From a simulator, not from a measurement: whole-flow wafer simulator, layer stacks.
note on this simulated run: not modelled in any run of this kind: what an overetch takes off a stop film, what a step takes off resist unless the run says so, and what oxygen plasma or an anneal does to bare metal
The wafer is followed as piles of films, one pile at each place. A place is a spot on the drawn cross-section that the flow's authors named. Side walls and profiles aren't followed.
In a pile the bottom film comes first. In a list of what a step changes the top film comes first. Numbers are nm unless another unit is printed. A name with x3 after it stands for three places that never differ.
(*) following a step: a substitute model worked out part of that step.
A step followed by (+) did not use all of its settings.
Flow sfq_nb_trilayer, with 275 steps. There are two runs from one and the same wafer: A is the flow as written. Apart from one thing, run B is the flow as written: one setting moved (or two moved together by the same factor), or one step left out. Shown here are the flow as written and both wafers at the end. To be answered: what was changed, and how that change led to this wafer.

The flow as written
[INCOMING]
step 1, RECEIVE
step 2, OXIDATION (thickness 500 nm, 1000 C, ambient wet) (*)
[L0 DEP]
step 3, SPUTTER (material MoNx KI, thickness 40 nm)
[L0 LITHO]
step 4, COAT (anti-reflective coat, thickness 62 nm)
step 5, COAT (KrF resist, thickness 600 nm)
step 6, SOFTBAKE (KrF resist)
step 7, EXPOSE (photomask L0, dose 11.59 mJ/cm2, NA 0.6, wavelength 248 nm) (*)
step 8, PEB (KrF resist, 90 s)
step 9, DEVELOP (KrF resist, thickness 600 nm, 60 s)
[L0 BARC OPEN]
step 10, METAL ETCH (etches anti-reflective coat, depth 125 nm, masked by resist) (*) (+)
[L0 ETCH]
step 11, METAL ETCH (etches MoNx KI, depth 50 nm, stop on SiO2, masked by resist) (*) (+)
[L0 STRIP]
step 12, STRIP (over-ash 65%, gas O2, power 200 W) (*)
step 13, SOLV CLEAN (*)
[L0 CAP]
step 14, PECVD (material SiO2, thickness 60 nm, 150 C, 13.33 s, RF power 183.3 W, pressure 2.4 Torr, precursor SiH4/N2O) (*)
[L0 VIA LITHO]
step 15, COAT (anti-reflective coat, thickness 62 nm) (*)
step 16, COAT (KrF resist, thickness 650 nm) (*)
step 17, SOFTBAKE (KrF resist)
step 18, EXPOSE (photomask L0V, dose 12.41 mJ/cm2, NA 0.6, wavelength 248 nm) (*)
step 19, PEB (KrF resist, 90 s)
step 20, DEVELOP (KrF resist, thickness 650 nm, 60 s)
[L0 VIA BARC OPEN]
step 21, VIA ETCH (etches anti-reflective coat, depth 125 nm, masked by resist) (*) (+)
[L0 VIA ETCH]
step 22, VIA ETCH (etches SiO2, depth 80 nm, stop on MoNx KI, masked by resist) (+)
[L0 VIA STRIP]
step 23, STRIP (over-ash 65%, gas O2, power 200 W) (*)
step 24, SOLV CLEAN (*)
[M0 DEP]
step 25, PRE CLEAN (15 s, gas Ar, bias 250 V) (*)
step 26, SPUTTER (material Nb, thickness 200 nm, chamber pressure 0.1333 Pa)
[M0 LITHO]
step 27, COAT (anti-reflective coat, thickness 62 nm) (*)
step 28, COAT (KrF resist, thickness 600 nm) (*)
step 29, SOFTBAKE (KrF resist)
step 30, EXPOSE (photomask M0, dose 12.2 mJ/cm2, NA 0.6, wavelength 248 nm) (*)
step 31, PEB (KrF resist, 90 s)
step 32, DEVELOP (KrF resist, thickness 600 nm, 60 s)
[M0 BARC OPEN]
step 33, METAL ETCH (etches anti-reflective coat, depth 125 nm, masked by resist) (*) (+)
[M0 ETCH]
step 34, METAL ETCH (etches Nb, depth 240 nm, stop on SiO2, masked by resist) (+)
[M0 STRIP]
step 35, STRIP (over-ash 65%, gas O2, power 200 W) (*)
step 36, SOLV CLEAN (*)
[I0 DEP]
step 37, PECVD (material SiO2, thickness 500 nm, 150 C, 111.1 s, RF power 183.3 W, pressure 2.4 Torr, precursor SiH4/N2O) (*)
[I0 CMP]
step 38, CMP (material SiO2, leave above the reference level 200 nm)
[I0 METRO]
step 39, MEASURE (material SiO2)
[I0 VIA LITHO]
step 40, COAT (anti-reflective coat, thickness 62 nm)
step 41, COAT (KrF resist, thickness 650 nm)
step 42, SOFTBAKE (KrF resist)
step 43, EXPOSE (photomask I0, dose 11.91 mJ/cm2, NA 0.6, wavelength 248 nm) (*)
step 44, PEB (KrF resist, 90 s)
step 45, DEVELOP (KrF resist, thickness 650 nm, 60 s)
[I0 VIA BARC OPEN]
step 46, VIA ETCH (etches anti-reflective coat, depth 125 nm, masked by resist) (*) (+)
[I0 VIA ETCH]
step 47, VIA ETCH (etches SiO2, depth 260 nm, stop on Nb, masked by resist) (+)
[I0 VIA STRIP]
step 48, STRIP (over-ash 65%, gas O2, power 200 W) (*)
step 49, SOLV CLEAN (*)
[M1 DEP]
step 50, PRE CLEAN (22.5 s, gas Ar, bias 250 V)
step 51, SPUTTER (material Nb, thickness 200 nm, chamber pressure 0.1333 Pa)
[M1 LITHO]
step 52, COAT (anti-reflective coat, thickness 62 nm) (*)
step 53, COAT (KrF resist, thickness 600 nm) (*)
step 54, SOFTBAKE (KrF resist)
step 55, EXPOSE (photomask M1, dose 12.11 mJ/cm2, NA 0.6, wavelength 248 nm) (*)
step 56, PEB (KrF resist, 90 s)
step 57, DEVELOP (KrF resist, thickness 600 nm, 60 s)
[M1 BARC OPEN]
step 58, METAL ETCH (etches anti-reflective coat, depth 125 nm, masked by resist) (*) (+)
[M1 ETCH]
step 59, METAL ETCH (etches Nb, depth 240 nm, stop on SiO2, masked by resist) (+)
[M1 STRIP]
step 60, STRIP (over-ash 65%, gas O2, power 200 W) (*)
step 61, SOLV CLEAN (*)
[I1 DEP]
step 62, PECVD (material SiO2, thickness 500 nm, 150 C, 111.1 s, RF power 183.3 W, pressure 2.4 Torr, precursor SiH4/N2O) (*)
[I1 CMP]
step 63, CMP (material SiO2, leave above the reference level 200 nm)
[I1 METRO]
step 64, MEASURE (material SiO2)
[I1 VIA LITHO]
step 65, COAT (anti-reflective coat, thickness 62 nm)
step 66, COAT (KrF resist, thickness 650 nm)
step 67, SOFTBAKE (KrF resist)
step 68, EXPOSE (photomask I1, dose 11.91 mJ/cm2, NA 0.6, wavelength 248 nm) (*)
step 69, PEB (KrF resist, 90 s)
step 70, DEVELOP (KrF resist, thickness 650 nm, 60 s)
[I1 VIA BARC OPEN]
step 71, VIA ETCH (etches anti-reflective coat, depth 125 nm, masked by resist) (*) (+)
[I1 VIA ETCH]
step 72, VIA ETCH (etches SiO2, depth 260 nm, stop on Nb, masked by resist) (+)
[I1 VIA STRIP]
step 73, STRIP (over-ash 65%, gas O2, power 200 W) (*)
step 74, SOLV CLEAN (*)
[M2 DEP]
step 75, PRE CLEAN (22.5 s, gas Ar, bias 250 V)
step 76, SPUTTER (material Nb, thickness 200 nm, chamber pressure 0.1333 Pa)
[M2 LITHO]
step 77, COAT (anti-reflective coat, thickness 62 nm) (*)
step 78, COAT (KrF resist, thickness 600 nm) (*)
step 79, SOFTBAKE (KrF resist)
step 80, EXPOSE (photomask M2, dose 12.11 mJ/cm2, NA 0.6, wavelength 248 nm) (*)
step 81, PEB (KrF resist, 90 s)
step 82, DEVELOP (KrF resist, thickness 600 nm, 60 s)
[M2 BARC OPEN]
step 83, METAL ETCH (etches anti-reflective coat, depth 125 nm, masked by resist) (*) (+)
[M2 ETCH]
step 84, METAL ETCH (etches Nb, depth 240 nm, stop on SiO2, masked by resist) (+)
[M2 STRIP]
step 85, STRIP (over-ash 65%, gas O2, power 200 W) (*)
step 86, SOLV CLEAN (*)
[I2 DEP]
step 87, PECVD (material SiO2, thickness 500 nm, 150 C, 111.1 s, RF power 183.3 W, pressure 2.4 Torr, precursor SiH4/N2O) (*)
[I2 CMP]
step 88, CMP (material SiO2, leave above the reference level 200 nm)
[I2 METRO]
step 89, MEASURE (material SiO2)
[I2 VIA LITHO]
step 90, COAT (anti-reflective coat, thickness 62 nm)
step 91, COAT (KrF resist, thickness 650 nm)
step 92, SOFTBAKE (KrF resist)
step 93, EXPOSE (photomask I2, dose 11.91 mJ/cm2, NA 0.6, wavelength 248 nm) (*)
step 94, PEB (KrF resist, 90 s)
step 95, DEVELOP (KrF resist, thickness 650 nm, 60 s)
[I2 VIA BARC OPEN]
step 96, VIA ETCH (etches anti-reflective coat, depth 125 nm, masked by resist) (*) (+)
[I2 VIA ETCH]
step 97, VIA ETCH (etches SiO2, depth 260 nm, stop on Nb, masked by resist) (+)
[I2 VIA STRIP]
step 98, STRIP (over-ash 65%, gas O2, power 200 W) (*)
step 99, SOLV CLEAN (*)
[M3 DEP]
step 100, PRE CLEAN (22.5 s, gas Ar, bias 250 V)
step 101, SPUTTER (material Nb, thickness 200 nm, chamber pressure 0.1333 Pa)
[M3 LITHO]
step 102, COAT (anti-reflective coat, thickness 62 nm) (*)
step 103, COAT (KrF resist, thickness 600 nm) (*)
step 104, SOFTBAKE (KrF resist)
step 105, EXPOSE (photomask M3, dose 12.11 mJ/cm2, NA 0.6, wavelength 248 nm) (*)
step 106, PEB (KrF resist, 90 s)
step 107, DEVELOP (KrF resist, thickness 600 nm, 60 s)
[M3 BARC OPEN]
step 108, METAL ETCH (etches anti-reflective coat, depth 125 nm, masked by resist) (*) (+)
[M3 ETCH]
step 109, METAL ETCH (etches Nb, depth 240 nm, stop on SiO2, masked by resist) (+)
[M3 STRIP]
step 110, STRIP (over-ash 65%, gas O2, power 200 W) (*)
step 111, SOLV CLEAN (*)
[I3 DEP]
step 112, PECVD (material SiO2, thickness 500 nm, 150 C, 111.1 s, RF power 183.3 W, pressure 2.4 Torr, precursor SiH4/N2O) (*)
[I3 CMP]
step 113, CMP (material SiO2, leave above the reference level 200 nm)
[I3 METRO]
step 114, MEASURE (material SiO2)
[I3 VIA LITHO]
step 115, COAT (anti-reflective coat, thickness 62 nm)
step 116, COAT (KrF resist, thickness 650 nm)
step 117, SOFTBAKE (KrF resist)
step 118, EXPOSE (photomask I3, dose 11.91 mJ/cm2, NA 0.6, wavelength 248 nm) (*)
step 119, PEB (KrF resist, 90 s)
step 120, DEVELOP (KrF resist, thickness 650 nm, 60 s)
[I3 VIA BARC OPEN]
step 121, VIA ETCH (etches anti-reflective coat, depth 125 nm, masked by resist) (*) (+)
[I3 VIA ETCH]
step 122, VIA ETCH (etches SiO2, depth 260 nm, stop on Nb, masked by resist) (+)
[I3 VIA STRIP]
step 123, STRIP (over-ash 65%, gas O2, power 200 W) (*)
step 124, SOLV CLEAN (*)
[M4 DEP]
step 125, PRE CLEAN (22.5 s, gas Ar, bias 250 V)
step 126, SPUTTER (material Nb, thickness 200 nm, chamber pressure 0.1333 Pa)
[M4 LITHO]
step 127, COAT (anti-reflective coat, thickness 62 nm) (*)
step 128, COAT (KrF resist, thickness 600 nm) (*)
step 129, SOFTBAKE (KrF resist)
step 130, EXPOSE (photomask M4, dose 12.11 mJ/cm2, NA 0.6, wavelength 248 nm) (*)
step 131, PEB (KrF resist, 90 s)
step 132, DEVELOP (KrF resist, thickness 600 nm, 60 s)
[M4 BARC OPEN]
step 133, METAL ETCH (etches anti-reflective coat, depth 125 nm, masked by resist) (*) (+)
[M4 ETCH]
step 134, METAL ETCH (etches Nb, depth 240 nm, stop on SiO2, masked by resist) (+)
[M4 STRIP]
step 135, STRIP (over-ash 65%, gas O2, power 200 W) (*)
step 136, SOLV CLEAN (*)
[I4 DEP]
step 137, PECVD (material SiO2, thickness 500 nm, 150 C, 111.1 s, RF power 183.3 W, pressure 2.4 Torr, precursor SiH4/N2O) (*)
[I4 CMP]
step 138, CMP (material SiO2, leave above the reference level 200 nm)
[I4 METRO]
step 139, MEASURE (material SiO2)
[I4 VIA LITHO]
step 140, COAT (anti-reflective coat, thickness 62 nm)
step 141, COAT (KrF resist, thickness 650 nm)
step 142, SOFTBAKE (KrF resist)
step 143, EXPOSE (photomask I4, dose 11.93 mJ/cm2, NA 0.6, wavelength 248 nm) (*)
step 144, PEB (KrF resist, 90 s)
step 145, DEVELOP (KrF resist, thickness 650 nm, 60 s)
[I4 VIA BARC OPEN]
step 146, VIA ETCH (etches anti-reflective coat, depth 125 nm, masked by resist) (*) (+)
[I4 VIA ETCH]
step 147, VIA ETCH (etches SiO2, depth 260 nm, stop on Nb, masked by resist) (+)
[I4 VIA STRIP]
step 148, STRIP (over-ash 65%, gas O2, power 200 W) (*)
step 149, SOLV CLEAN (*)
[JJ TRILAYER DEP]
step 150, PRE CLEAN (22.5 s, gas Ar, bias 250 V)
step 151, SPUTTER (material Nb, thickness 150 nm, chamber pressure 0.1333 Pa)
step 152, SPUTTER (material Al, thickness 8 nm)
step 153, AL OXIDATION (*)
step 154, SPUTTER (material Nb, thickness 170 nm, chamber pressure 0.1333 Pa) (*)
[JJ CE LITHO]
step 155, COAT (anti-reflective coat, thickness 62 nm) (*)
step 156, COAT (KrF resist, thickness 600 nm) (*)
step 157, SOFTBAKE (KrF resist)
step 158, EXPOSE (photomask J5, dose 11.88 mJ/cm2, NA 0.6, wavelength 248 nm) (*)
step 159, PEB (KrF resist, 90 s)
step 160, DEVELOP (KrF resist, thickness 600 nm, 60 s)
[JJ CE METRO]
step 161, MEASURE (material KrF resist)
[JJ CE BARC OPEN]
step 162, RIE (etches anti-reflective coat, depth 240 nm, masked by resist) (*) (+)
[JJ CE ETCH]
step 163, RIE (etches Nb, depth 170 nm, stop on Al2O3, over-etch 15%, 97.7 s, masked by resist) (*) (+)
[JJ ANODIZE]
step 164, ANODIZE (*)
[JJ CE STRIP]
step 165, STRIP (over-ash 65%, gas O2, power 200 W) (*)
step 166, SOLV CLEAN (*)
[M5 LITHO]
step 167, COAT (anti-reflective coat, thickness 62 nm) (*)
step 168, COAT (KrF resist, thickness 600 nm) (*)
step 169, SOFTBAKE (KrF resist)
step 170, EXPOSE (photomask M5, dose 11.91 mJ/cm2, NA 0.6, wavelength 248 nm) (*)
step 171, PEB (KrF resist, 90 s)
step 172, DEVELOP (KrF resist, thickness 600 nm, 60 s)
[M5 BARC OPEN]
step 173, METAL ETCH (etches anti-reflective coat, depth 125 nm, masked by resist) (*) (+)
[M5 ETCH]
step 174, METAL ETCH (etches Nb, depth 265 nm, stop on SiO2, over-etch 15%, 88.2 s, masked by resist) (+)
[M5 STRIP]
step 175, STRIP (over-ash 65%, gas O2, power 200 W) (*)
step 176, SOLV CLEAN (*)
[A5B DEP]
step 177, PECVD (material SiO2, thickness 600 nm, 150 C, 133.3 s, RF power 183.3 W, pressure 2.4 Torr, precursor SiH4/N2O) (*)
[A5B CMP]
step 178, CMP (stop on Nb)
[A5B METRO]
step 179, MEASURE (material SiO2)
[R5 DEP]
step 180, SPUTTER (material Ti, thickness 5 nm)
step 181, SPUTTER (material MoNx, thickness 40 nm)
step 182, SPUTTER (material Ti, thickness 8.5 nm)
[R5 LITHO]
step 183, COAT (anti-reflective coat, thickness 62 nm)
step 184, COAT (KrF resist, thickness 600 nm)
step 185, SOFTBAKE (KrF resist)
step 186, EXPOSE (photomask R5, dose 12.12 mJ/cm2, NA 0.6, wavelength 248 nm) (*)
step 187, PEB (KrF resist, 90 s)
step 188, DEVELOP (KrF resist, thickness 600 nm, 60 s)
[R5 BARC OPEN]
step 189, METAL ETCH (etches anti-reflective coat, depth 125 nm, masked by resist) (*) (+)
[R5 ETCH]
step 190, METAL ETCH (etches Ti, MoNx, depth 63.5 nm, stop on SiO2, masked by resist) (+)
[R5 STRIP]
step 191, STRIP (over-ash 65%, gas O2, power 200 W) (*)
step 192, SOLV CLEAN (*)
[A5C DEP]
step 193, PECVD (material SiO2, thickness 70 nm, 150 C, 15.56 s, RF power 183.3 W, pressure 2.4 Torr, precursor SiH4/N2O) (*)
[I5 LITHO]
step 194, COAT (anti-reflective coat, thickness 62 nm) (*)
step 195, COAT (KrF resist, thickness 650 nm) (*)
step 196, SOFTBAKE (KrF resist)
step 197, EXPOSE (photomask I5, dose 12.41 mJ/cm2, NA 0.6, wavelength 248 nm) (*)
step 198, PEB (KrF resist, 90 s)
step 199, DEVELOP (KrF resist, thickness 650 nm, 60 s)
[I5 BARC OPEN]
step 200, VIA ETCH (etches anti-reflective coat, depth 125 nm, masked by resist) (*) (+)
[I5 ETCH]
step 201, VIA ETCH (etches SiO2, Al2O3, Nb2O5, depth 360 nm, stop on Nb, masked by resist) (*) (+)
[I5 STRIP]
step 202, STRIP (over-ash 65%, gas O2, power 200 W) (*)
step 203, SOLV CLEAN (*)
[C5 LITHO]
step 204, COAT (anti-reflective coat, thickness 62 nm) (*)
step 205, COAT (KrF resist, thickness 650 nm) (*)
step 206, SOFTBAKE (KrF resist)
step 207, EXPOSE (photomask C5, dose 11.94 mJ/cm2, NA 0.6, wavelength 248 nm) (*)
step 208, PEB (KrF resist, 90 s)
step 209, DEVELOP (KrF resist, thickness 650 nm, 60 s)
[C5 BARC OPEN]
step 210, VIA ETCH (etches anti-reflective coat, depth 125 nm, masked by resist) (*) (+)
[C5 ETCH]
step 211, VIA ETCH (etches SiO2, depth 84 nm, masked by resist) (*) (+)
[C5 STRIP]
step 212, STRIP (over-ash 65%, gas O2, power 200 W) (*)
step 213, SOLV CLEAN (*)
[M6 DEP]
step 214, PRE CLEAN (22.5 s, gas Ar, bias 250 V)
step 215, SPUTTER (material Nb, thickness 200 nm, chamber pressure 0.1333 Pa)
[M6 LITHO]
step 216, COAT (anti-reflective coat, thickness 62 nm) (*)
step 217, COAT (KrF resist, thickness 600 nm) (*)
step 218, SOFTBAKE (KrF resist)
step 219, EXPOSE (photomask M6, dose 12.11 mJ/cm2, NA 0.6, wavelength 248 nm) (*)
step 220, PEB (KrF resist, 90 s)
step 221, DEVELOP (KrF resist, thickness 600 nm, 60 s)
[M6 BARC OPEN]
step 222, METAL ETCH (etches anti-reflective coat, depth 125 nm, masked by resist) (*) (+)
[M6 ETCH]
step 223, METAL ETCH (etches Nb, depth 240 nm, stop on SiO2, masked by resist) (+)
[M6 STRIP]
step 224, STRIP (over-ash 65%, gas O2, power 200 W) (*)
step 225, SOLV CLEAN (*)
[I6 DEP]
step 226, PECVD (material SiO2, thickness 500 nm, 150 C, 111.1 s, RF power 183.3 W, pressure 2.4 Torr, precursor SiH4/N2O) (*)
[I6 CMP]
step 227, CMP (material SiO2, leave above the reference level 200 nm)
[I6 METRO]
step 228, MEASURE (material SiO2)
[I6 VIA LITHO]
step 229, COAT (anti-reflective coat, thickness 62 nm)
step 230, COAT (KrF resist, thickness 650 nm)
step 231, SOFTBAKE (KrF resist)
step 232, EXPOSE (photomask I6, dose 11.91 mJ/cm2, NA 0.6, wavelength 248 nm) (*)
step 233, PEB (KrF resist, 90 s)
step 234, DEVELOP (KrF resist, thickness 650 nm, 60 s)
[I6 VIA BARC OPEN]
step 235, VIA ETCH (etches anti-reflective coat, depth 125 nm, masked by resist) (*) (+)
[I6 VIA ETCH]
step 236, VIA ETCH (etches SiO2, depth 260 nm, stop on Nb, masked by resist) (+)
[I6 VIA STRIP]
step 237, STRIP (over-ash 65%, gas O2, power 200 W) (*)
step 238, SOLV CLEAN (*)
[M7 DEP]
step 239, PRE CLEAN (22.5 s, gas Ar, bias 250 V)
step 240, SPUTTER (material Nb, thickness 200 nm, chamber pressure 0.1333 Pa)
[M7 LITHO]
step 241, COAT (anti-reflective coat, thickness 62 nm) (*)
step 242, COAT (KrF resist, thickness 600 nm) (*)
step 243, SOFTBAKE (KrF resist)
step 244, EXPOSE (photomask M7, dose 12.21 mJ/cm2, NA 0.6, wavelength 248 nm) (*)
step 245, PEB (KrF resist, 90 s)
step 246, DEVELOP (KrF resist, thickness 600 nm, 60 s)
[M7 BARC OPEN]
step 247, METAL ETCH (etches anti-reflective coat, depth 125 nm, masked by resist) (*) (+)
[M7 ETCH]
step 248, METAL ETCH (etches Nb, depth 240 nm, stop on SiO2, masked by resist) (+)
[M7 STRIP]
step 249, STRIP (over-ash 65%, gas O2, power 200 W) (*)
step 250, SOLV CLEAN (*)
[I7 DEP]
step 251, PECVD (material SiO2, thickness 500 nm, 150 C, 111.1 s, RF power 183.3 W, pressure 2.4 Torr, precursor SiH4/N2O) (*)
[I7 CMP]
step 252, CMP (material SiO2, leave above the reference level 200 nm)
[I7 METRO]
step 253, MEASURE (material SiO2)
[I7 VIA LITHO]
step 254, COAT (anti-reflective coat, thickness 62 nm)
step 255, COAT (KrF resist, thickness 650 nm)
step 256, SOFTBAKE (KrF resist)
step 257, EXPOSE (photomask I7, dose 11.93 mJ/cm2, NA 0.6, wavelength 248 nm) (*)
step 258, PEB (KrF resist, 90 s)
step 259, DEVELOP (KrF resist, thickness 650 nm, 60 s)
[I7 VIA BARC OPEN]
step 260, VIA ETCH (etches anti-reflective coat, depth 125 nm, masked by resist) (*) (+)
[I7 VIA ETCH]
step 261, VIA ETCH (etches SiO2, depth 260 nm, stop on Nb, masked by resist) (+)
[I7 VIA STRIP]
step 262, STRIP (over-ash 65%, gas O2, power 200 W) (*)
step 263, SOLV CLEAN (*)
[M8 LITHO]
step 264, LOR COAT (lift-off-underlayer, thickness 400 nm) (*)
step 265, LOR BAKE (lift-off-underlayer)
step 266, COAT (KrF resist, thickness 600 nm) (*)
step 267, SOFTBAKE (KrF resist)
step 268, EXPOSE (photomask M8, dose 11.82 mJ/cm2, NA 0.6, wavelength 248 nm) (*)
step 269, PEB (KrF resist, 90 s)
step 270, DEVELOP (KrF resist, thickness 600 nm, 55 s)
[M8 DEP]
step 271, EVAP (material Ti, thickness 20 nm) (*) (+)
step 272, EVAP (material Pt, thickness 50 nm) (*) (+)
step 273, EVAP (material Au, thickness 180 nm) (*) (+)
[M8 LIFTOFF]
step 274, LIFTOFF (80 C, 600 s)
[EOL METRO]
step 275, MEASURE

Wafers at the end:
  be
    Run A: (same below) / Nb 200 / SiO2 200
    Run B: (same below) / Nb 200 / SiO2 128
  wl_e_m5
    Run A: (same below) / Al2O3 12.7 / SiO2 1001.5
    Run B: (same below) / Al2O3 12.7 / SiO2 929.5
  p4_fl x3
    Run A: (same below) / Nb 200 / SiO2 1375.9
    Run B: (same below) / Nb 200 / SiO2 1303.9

What caused this: step 252, CMP: leave above the reference level 128 nm was run, whereas the flow has leave above the reference level 200 nm.
The wafer lets one read it off: be has SiO2 128, and step 252 as written asks for 200 nm.

The path from the change to this, step by step:
  step 252, CMP (material SiO2, leave above the reference level 200 nm)
      field_l, p4_fl x3, p4_w1 x9 and 46 more: A SiO2 loses 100 | B SiO2 loses 172
      v_sur, via_wl, via_w and 37 more: A SiO2 loses 300 | B SiO2 loses 372
      (and at 7 other places as well)
  step 261, VIA ETCH (etches SiO2, depth 260 nm, stop on Nb, masked by resist) (+)
      field_l, v_sur, via_sp and 100 more: A KrF resist loses 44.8 | B KrF resist loses 33.1
      via_wl, via_w, via_wr: A SiO2 loses 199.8 (all of it) | B SiO2 loses 127.8 (all of it)
  step 262, STRIP (over-ash 65%, gas O2, power 200 W) (*)
      field_l, v_sur, via_sp and 100 more: A KrF resist loses 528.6 (all of it), anti-reflective coat loses 62 (all of it) | B KrF resist loses 540.4 (all of it), anti-reflective coat loses 62 (all of it)
  step 264, LOR COAT (lift-off-underlayer, thickness 400 nm) (*)
      via_wl, via_wr: A lift-off-underlayer gains 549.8 (new film) | B lift-off-underlayer gains 495.9 (new film)
      v_sur: A lift-off-underlayer gains 369.4 (new film) | B lift-off-underlayer gains 380.4 (new film)
      (and at 2 other places as well)
  step 266, COAT (KrF resist, thickness 600 nm) (*)
      via_w: A KrF resist gains 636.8 (new film) | B KrF resist gains 623.5 (new film)
  step 270, DEVELOP (KrF resist, thickness 600 nm, 55 s)
      v_sur: A KrF resist loses 607.3 (all of it), lift-off-underlayer loses 369.4 (all of it) | B KrF resist loses 604.2 (all of it), lift-off-underlayer loses 380.4 (all of it)
      via_wl: A KrF resist loses 623.9 (all of it), lift-off-underlayer loses 549.8 (all of it) | B KrF resist loses 614.8 (all of it), lift-off-underlayer loses 495.9 (all of it)
      (and at 3 other places as well)
